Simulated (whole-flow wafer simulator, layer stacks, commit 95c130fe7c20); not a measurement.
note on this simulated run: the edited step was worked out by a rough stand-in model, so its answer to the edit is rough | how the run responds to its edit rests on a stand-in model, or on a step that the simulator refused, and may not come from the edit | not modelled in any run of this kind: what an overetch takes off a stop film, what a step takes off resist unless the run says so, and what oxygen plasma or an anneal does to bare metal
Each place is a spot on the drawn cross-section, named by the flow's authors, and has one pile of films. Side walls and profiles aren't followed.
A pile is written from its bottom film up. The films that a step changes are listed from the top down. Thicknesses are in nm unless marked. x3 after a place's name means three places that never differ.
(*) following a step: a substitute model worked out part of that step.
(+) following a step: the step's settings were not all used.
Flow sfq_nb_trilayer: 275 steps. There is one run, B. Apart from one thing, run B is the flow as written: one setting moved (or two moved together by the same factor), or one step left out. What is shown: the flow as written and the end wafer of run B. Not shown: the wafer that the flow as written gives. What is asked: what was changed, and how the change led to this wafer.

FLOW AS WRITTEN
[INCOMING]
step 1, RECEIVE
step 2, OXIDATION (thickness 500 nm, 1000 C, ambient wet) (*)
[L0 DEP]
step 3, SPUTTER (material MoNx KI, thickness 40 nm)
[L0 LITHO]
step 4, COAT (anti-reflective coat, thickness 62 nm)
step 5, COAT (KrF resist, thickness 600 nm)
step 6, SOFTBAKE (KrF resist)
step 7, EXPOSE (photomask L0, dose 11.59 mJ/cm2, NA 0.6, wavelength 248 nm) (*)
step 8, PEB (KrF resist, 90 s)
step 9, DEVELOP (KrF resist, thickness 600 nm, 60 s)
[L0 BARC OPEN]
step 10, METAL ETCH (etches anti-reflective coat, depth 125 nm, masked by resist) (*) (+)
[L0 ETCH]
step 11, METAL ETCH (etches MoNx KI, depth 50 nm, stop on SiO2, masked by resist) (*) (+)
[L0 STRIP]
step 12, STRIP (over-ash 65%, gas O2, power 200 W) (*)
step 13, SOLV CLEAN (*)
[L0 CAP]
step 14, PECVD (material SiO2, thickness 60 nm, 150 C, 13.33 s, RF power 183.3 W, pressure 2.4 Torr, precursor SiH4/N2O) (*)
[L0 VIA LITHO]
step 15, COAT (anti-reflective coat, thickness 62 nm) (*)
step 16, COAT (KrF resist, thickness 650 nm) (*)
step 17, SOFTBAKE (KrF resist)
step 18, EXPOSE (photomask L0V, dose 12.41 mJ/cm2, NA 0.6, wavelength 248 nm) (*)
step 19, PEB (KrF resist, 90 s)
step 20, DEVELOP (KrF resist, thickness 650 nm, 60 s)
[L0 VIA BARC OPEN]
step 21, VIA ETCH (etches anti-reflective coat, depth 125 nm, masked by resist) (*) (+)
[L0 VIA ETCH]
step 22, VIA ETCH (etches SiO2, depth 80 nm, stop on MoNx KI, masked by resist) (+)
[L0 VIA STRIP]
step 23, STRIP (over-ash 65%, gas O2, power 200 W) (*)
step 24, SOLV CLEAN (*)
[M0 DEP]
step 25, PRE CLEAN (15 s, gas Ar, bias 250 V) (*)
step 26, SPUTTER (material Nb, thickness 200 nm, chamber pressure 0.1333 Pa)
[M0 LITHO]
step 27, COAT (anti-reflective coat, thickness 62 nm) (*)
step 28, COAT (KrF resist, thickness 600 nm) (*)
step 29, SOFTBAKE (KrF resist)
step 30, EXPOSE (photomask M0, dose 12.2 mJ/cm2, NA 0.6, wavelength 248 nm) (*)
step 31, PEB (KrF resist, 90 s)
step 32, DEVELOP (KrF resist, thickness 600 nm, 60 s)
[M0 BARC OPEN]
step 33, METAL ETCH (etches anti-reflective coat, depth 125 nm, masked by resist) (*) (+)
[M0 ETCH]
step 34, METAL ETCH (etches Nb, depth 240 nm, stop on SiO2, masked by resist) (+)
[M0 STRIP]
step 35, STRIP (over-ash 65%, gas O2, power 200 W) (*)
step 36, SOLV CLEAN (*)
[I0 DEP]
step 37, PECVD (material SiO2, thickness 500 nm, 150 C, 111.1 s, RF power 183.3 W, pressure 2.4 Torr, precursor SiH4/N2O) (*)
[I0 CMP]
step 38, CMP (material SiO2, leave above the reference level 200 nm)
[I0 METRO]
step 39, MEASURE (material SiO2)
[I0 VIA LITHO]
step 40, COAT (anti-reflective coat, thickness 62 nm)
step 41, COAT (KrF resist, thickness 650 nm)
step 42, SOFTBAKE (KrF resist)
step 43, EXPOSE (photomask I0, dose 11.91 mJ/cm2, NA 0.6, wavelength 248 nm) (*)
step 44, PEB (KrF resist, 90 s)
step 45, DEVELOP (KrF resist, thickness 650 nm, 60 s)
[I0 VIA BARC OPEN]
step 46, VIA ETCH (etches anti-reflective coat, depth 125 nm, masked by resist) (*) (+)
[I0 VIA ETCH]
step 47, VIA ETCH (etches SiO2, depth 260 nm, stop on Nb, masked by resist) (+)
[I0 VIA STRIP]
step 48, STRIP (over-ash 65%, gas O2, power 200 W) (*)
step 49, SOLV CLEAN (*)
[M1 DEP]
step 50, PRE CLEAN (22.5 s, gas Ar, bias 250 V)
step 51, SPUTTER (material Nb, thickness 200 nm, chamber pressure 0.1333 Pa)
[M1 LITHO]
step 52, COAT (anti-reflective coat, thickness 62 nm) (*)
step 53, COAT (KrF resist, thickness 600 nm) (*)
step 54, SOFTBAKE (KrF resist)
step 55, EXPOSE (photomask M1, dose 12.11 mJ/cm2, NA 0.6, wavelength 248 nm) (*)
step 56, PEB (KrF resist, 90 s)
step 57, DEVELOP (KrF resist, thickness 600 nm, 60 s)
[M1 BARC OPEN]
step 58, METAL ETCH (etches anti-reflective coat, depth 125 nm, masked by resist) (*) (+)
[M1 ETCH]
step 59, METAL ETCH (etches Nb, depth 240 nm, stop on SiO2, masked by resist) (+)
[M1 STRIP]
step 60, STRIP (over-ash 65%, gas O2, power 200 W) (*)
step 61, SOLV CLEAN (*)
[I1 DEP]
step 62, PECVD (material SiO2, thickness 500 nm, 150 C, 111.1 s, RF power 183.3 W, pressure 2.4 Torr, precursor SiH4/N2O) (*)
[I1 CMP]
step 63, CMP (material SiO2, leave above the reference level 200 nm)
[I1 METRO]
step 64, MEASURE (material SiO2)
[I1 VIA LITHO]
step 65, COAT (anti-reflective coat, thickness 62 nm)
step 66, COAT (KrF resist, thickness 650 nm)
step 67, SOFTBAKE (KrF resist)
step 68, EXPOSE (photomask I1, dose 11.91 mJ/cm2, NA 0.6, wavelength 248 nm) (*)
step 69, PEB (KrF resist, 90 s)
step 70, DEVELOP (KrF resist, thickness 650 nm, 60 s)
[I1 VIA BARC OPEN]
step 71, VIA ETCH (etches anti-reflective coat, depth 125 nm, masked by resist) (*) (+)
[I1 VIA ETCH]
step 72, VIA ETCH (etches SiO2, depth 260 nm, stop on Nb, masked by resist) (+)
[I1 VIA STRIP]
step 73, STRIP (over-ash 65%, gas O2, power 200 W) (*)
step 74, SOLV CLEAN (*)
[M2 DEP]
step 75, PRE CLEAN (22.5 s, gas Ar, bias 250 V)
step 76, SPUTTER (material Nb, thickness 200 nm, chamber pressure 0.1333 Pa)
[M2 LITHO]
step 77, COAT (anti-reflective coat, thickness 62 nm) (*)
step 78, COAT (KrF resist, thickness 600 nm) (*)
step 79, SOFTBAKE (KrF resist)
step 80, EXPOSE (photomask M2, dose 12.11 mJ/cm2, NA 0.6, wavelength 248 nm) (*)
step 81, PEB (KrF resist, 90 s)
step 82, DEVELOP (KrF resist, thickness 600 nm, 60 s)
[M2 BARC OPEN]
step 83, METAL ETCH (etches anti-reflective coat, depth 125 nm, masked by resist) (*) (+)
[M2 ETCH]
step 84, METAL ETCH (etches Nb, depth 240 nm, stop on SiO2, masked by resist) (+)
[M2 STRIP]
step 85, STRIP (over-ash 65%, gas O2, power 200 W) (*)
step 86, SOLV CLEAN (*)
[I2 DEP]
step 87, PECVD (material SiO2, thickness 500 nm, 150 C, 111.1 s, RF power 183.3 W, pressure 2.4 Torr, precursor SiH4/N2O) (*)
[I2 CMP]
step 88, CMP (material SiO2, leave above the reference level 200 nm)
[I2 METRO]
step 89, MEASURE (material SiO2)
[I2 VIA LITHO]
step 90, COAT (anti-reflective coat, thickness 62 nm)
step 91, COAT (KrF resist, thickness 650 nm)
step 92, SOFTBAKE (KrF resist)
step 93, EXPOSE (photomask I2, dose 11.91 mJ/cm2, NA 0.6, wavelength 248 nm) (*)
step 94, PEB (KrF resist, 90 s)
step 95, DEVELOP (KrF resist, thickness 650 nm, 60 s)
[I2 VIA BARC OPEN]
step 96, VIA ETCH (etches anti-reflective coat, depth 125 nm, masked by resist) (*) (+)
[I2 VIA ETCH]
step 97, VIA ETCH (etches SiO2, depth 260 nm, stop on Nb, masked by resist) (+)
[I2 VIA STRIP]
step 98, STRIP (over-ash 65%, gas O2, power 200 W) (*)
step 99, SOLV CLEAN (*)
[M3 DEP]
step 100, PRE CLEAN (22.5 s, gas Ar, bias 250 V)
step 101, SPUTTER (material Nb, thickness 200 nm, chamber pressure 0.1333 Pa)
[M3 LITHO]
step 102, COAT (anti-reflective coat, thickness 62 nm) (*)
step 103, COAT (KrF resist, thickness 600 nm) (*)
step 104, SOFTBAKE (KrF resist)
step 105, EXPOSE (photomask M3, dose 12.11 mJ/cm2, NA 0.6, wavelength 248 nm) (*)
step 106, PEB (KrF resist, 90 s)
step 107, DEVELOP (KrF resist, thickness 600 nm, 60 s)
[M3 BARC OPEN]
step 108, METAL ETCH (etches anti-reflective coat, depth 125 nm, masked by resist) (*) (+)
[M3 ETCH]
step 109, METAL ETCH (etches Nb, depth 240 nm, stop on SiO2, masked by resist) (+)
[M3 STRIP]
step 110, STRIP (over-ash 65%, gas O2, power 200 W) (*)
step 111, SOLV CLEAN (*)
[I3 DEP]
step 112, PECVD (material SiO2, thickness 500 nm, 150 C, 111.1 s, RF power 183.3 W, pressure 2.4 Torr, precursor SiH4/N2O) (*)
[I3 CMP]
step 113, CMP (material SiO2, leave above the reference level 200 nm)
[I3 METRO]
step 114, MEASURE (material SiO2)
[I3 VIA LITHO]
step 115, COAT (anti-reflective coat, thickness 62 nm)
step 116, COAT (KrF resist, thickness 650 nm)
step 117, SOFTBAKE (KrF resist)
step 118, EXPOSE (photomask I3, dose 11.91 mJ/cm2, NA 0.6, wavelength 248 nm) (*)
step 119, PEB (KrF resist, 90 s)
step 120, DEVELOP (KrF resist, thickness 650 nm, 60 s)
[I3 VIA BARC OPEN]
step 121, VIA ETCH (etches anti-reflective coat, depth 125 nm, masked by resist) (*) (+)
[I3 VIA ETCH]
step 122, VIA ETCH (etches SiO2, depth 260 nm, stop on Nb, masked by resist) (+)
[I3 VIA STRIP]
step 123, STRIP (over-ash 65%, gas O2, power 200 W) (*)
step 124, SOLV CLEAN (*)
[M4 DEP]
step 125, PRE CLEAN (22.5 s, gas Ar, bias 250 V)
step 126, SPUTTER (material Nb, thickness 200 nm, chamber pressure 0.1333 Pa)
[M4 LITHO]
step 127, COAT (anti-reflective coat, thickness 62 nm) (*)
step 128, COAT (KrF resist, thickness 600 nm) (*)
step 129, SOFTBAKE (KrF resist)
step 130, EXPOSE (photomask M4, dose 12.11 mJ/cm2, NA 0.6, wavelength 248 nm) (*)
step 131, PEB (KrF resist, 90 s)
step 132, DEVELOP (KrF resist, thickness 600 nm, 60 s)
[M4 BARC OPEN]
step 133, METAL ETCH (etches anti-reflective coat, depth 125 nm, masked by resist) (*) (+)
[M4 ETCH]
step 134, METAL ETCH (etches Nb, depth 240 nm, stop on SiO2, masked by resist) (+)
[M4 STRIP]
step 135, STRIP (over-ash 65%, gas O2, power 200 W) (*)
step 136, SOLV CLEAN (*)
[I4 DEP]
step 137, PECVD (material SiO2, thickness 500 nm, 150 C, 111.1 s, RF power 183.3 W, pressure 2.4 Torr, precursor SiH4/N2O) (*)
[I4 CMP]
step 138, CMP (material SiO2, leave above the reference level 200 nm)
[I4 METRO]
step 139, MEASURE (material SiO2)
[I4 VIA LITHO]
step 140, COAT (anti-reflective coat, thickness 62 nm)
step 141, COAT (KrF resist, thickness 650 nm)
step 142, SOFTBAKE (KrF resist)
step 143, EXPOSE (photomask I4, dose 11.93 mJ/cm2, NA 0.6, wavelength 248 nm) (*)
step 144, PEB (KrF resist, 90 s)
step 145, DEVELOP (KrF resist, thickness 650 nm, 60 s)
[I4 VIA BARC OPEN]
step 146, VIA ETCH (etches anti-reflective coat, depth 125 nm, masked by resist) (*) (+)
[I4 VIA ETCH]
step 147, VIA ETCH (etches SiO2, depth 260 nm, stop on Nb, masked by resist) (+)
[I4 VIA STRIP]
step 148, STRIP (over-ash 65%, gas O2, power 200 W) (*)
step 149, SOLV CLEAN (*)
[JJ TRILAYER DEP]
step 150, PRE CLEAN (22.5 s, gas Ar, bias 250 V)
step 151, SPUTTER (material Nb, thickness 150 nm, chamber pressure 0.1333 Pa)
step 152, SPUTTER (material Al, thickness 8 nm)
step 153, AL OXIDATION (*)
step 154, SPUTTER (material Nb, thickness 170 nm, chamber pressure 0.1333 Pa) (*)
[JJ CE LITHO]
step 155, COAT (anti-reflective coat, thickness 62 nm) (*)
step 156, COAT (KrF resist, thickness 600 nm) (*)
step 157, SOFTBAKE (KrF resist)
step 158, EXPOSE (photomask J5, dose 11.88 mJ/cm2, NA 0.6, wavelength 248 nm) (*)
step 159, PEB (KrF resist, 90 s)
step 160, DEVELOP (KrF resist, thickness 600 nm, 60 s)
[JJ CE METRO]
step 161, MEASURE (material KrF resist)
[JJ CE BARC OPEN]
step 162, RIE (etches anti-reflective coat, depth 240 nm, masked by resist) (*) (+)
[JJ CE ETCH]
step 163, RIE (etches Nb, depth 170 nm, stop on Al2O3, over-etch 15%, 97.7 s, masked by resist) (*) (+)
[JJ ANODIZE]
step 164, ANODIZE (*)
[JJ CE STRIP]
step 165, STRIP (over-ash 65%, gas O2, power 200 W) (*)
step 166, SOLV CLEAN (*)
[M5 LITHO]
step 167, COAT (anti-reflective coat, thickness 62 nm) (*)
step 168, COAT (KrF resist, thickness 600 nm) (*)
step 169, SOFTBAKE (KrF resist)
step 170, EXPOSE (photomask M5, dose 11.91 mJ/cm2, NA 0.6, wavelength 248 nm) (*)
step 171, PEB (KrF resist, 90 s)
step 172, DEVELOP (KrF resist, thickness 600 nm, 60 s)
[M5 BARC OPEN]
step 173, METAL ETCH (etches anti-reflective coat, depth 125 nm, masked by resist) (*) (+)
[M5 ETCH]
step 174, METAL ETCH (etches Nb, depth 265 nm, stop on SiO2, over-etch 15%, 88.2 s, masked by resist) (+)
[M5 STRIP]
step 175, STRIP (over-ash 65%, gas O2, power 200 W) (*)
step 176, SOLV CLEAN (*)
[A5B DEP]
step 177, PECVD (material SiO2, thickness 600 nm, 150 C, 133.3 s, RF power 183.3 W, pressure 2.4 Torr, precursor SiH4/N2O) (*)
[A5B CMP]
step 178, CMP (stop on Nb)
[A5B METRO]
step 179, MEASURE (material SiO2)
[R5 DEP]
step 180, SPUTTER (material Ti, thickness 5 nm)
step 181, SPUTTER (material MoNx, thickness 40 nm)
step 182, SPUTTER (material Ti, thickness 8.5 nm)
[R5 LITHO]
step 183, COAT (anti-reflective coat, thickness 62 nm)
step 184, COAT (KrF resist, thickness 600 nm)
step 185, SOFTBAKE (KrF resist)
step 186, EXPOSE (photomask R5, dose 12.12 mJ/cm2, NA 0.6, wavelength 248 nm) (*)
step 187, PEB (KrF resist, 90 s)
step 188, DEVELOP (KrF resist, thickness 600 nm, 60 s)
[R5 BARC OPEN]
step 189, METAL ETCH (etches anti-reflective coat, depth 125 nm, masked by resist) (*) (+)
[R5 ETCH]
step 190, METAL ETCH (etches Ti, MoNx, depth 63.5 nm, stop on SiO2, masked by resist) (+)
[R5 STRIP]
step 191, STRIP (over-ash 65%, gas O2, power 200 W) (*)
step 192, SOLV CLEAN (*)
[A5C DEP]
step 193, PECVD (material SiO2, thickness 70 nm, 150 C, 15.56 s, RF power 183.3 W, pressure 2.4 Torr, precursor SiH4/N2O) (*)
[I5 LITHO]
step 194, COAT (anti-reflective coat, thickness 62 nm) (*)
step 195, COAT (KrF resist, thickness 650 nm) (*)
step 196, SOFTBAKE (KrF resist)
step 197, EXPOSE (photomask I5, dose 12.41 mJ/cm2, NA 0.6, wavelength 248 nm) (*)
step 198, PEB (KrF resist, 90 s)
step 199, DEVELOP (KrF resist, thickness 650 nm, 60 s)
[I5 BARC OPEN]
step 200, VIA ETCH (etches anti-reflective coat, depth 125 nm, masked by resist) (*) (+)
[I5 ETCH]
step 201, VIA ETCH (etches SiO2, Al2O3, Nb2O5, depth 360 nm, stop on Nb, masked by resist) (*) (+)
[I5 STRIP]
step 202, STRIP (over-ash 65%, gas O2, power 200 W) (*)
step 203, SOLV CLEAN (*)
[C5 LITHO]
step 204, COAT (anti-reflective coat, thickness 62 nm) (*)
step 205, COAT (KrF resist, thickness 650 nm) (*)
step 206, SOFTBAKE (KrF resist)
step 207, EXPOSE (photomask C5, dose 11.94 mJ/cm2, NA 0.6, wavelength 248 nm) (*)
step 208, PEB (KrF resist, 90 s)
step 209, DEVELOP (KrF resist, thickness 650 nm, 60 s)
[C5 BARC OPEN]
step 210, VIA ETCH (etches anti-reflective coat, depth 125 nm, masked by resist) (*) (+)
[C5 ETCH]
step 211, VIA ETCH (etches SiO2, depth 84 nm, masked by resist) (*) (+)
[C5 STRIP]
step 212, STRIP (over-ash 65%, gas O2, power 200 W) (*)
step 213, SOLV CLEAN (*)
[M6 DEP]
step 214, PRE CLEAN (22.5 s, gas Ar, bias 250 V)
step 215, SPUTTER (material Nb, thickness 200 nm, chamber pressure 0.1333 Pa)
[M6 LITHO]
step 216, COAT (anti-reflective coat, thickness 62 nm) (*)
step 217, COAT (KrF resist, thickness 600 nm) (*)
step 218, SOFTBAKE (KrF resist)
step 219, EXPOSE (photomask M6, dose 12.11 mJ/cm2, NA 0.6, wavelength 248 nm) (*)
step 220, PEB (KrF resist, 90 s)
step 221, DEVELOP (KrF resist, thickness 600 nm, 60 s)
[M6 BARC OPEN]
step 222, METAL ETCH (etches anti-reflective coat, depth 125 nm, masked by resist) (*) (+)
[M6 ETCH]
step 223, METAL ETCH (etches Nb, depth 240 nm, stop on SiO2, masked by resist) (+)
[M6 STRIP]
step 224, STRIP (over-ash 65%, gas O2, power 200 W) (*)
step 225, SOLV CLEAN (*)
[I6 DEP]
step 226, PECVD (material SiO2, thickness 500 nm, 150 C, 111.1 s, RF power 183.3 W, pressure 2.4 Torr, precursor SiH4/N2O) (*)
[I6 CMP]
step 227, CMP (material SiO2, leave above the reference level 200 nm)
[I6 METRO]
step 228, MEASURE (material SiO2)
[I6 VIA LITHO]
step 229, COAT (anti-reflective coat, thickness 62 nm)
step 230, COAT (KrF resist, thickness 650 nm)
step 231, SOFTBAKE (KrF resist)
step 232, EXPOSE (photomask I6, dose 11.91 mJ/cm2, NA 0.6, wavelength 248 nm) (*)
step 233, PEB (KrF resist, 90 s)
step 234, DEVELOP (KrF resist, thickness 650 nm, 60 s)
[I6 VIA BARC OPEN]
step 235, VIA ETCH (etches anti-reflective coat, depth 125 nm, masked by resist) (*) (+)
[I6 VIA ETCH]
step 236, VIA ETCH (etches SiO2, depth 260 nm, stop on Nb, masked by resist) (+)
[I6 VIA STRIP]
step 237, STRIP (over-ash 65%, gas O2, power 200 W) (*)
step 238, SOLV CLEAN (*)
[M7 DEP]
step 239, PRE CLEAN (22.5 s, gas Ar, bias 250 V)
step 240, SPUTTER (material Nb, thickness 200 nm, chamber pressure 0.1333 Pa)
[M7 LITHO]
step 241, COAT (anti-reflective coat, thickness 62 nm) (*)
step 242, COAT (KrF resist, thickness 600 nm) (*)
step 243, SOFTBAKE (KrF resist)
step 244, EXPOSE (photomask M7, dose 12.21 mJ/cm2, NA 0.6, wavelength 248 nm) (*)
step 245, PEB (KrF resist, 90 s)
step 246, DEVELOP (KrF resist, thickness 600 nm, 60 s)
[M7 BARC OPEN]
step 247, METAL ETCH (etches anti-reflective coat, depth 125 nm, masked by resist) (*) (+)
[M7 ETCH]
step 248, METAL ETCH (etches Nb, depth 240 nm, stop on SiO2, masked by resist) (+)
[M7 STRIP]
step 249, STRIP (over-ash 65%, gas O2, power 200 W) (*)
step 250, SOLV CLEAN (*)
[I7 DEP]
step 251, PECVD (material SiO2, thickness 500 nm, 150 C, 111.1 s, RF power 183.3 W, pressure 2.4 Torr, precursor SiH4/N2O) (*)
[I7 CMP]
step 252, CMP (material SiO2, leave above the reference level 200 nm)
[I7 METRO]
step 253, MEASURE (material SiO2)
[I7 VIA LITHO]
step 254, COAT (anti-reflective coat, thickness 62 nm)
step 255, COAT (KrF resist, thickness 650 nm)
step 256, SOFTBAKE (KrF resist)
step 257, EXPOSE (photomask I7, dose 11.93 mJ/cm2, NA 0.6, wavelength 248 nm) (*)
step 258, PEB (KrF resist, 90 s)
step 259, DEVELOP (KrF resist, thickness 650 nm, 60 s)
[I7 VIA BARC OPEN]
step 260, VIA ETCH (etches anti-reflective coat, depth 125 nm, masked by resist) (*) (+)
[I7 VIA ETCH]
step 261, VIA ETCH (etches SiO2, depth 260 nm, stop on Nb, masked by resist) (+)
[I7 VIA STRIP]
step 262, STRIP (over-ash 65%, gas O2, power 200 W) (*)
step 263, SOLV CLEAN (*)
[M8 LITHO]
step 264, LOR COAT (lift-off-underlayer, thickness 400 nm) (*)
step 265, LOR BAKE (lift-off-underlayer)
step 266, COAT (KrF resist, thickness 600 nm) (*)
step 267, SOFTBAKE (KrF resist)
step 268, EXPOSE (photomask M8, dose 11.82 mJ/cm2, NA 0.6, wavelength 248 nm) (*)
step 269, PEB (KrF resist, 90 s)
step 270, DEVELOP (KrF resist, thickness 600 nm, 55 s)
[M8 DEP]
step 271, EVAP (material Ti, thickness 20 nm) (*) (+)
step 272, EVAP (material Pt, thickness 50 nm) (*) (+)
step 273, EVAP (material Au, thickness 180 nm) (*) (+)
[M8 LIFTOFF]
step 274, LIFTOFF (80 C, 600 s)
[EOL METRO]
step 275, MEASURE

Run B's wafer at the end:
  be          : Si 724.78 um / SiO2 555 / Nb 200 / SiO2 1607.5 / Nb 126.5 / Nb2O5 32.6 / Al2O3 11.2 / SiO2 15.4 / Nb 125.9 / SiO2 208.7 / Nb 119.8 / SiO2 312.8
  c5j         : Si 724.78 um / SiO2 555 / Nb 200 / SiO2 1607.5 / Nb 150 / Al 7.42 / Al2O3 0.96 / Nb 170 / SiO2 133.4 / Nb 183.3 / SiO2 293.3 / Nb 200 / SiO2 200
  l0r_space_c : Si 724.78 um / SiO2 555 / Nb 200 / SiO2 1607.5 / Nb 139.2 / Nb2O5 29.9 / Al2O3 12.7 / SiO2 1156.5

Cause: step 137, PECVD: thickness 245 nm was run, though the flow has thickness 500 nm; step 137, PECVD: 54.44 s was run, where the flow has 111.1 s.

How this came from the change, step by step:
  step 137, PECVD (material SiO2, thickness 500 nm, 150 C, 111.1 s, RF power 183.3 W, pressure 2.4 Torr, precursor SiH4/N2O) (*)
      field_l, be, be_sur and 55 more: +245 SiO2 (it would be, as written: +500 SiO2)
      v_sur, via_wl, via_w and 35 more: +245 SiO2 (new film) (it would be, as written: +500 SiO2 (new film))
      (also at 10 further places)
  step 138, CMP (material SiO2, leave above the reference level 200 nm)
      field_l, be, be_sur and 55 more: nothing (it would be, as written: -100 SiO2)
      p3_s0, p3_s1, p3_s2, p3_s3, p3_s4, p3_s5: nothing (it would be, as written: -157.1 SiO2)
      (also at 42 further places)
  step 140, COAT (anti-reflective coat, thickness 62 nm)
      gap, jj_sur, be_r, r_sur, r_end, l0r_line_r: +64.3 anti-reflective coat (new film) (it would be, as written: +62 anti-reflective coat (new film))
      m0r_space_l, m0r_space_r, m6r_space_l, m6r_space_r, m7r_space_l, m7r_space_r: +80.4 anti-reflective coat (new film) (it would be, as written: +62 anti-reflective coat (new film))
      (also at 76 further places)
  step 141, COAT (KrF resist, thickness 650 nm)
      m0r_line_l, m0r_line_r, m6r_line_l, m6r_line_r, m7r_line_l, m7r_line_r: +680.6 KrF resist (new film) (it would be, as written: +650 KrF resist (new film))
      m0r_space_l, m0r_space_r, m6r_space_l, m6r_space_r, m7r_space_l, m7r_space_r: +669.8 KrF resist (new film) (it would be, as written: +650 KrF resist (new film))
      (also at 73 further places)
  step 145, DEVELOP (KrF resist, thickness 650 nm, 60 s)
      via_wl: -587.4 KrF resist (all of it) (it would be, as written: -648.6 KrF resist (all of it))
      via_w: -594.8 KrF resist (all of it) (it would be, as written: -648.6 KrF resist (all of it))
      (also at 1 further place)
  step 146, VIA ETCH (etches anti-reflective coat, depth 125 nm, masked by resist) (*) (+)
      field_l, v_sur, via_sp and 100 more: -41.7 KrF resist (it would be, as written: -51.7 KrF resist)
      via_wl: -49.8 anti-reflective coat (all of it), -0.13 SiO2 (it would be, as written: -62 anti-reflective coat (all of it), -0.16 SiO2)
      (also at 2 further places)
  step 148, STRIP (over-ash 65%, gas O2, power 200 W) (*)
      m0r_line_l, m0r_line_r, m6r_line_l, m6r_line_r, m7r_line_l, m7r_line_r: -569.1 KrF resist (all of it), -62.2 anti-reflective coat (all of it) (it would be, as written: -528.6 KrF resist (all of it), -62 anti-reflective coat (all of it))
      m0r_space_l, m0r_space_r, m6r_space_l, m6r_space_r, m7r_space_l, m7r_space_r: -558.3 KrF resist (all of it), -80.4 anti-reflective coat (all of it) (it would be, as written: -528.6 KrF resist (all of it), -62 anti-reflective coat (all of it))
      (also at 83 further places)
  step 151, SPUTTER (material Nb, thickness 150 nm, chamber pressure 0.1333 Pa)
      lsp_r, l0_sur, l0v: +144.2 Nb (new film) (it would be, as written: +150 Nb (new film))
      be, lsp_l: +138.2 Nb (new film) (it would be, as written: +150 Nb (new film))
      (also at 1 further place)
  step 152, SPUTTER (material Al, thickness 8 nm)
      be, lsp_l: +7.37 Al (new film) (it would be, as written: +8 Al (new film))
      via_v: +6.1 Al (new film) (it would be, as written: +8 Al (new film))
  step 154, SPUTTER (material Nb, thickness 170 nm, chamber pressure 0.1333 Pa) (*)
      lsp_r, l0_sur, l0v: +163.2 Nb (new film) (it would be, as written: +170 Nb (new film))
      be, lsp_l: +155.6 Nb (new film) (it would be, as written: +170 Nb (new film))
      (also at 1 further place)
  step 155, COAT (anti-reflective coat, thickness 62 nm) (*)
      p3_fr, m0r_space_l, m0r_space_r, m6r_space_l, m6r_space_r, m7r_space_l, m7r_space_r: +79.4 anti-reflective coat (new film) (it would be, as written: +62 anti-reflective coat (new film))
      p3_l1, p3_l2, p3_l3, p3_l4: +45.2 anti-reflective coat (new film) (it would be, as written: +62 anti-reflective coat (new film))
      (also at 79 further places)
  step 156, COAT (KrF resist, thickness 600 nm) (*)
      m0r_line_l, m0r_line_r, m6r_line_l, m6r_line_r, m7r_line_l, m7r_line_r: +629 KrF resist (new film) (it would be, as written: +600 KrF resist (new film))
      m0r_space_l, m0r_space_r, m6r_space_l, m6r_space_r, m7r_space_l, m7r_space_r: +620 KrF resist (new film) (it would be, as written: +600 KrF resist (new film))
      (also at 71 further places)
  step 160, DEVELOP (KrF resist, thickness 600 nm, 60 s)
      m0r_line_l, m0r_line_r, m6r_line_l, m6r_line_r, m7r_line_l, m7r_line_r: -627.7 KrF resist (all of it) (it would be, as written: -598.7 KrF resist (all of it))
      m0r_space_l, m0r_space_r, m6r_space_l, m6r_space_r, m7r_space_l, m7r_space_r: -618.8 KrF resist (all of it) (it would be, as written: -598.7 KrF resist (all of it))
      (also at 70 further places)
  step 162, RIE (etches anti-reflective coat, depth 240 nm, masked by resist) (*) (+)
      p3_fr, m0r_space_l, m0r_space_r, m6r_space_l, m6r_space_r, m7r_space_l, m7r_space_r: -79.4 anti-reflective coat (all of it) (it would be, as written: -62 anti-reflective coat (all of it))
      ce_l, c5j, ce_r, wl_jj: -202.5 KrF resist (it would be, as written: -209.4 KrF resist)
      (also at 79 further places)
  step 163, RIE (etches Nb, depth 170 nm, stop on Al2O3, over-etch 15%, 97.7 s, masked by resist) (*) (+)
      be, lsp_l: -155.6 Nb (all of it), -0.96 Al2O3 (all of it) (it would be, as written: -170 Nb (all of it), -0.51 Al2O3)
      via_v: -125.4 Nb (all of it), -0.96 Al2O3 (all of it) (it would be, as written: -170 Nb (all of it), -0.51 Al2O3)
      (also at 3 further places)
  step 164, ANODIZE (*)
      be, lsp_l: +11.2 Al2O3 (new film), +32.6 Nb2O5 (new film), -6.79 Al (all of it), -11.7 Nb (it would be, as written: +12.2 Al2O3, +29.9 Nb2O5 (new film), -7.42 Al (all of it), -10.8 Nb)
      via_v: +9.11 Al2O3 (new film), +36.4 Nb2O5 (new film), -5.52 Al (all of it), -13.1 Nb (it would be, as written: +12.2 Al2O3, +29.9 Nb2O5 (new film), -7.42 Al (all of it), -10.8 Nb)
      (also at 3 further places)
  ... 46 other steps ...
  step 274, LIFTOFF (80 C, 600 s)
      be: -180 Au (all of it), -50 Pt (all of it), -20 Ti (all of it), -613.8 KrF resist (all of it), -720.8 lift-off-underlayer (all of it) (it would be, as written: -180 Au (all of it), -50 Pt (all of it), -20 Ti (all of it), -572.1 KrF resist (all of it), -398.5 lift-off-underlayer (all of it))
      be_sur: -180 Au (all of it), -50 Pt (all of it), -20 Ti (all of it), -587.3 KrF resist (all of it), -366.3 lift-off-underlayer (all of it) (it would be, as written: -180 Au (all of it), -50 Pt (all of it), -20 Ti (all of it), -572.6 KrF resist (all of it), -398.9 lift-off-underlayer (all of it))
      (also at 1 further place)
With metal films that touch counted as one body, be has 4 bodies (between them, from the top down: SiO2 208.7; SiO2 15.4 / Al2O3 11.2 / Nb2O5 32.6; SiO2 1607.5); the flow as written gives 3 bodies (between them, from the top down: SiO2 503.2; SiO2 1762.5).
With metal films that touch counted as one body, c5j has 5 bodies (between them, from the top down: SiO2 293.3; SiO2 133.4; Al2O3 0.96; SiO2 1607.5); the flow as written gives 4 bodies (between them, from the top down: SiO2 284.2; Al2O3 0.96; SiO2 1762.5).
